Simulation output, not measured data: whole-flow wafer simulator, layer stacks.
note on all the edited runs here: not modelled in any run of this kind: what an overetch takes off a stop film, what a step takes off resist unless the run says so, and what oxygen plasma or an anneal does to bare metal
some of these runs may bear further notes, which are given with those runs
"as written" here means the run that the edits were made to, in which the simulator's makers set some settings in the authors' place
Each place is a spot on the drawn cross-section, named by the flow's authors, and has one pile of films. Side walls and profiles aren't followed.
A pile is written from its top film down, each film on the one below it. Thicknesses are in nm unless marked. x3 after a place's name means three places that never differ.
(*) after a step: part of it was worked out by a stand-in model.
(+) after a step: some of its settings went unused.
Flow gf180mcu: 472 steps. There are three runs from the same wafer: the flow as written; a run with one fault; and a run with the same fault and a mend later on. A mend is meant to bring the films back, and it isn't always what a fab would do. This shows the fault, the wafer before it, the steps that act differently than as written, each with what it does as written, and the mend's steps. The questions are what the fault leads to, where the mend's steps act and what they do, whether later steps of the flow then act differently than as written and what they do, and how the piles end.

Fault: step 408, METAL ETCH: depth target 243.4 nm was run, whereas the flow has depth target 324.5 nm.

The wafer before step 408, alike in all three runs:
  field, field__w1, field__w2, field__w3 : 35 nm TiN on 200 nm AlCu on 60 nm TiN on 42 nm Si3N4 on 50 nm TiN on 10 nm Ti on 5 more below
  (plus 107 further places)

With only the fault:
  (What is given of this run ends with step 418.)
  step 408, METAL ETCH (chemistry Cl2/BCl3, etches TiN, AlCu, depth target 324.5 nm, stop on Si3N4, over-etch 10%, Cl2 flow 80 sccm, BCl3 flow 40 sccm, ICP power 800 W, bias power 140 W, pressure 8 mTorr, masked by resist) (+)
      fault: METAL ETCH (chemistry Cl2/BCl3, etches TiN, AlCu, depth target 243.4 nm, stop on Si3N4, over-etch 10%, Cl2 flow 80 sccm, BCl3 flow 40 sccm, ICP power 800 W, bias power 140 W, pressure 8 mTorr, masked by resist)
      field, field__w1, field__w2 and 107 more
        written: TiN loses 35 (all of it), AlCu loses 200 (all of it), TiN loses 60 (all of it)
        fault: TiN loses 35 (all of it), AlCu loses 200 (all of it), TiN loses 8.4
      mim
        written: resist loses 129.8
        fault: resist loses 97.4
  Steps further on in the flow that do not act as written (not shown: 2 more steps that differ only slightly, by at most 2% or 0.5 nm, whichever is larger):
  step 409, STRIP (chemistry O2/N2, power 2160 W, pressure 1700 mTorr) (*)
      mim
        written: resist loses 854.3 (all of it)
        fault: resist loses 886.8 (all of it)
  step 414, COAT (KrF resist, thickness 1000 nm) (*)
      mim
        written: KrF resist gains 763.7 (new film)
        fault: KrF resist gains 803.3 (new film)
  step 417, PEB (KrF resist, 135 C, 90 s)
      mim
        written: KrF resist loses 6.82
        fault: KrF resist loses 7.45
  After step 418, at field, field__w1, field__w2 and 109 more, the piles differ from the flow's by more than 2% or 0.5 nm, whichever is larger.
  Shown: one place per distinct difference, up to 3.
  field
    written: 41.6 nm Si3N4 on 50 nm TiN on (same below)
    fault: 51.2 nm TiN on 42 nm Si3N4 on 50 nm TiN on (same below)
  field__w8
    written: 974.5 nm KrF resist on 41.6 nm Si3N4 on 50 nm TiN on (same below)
    fault: 974.5 nm KrF resist on 51.2 nm TiN on 42 nm Si3N4 on 50 nm TiN on (same below)
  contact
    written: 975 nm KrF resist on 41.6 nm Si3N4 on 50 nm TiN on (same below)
    fault: 974.9 nm KrF resist on 51.2 nm TiN on 42 nm Si3N4 on 50 nm TiN on (same below)

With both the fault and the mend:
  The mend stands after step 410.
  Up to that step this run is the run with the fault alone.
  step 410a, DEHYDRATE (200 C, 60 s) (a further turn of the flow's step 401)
      does not change any film at any place that is followed
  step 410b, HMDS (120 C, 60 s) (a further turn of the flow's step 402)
      does not change any film at any place that is followed
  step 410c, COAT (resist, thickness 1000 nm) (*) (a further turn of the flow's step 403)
      field__w8, m1__w1, iso_ptap_pw and 39 more
        resist gains 1000 (new film)
      field_sub__w1, field_sub__w5, sd_p, gate_p, active_nat, nw_enc_fld_lv, nw_enc_fld_lv__w3
        resist gains 1000.9 (new film)
      p_well, sti, spacer, sd_n, mim_1p0, pad, dice_street
        resist gains 1000.5 (new film)
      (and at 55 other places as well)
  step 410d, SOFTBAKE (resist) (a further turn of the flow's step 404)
      field__w9, nplus_u
        resist loses 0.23
      field__w2
        resist gains 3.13
      field__w3
        resist gains 3.29
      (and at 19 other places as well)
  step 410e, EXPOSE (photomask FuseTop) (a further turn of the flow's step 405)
      does not change any film at any place that is followed
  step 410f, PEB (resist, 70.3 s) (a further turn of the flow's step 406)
      field, field__w1, field__w5 and 95 more
        resist loses 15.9
      field__w2, field__w3, field__w12, pplus_u, nw_enc_fld_lv__w1, nw_enc_fld_lv__w4
        resist loses 16
      field__w11, field__w13, ppoly_u, npoly_sal
        resist loses 16.2
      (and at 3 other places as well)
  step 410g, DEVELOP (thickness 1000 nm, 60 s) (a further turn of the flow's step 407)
      field__w8, m1__w1, iso_ptap_pw and 39 more
        resist loses 984.1 (all of it)
      field_sub__w1, field_sub__w5, n_well, sd_p, gate_p, nw_enc_fld_lv, nw_enc_fld_lv__w3
        resist loses 985 (all of it)
      p_well, sti, spacer, sd_n, mim_1p0, pad, dice_street
        resist loses 984.6 (all of it)
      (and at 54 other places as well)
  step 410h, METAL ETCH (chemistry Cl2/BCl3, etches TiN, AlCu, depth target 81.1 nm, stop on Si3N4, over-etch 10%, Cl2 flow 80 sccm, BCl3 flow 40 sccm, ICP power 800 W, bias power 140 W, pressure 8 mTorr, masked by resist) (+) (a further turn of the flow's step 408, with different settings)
      field, field__w1, field__w2 and 107 more
        TiN loses 51.2 (all of it)
      mim
        resist loses 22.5
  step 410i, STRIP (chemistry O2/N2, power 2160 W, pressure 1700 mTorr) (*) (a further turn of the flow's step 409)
      mim
        resist loses 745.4 (all of it)
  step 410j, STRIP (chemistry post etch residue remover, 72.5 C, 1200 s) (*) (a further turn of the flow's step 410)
      field, field__w1, field__w2 and 107 more
        Si3N4 loses 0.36
      mim
        TiN loses 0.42
  Later steps of the flow that are run all act as written at every place that is followed, up to a difference of at most 2% or 0.5 nm, whichever is larger.
  At the end the piles are close to the flow's at the places that both follow, differing by at most 2% or 0.5 nm, whichever is larger.
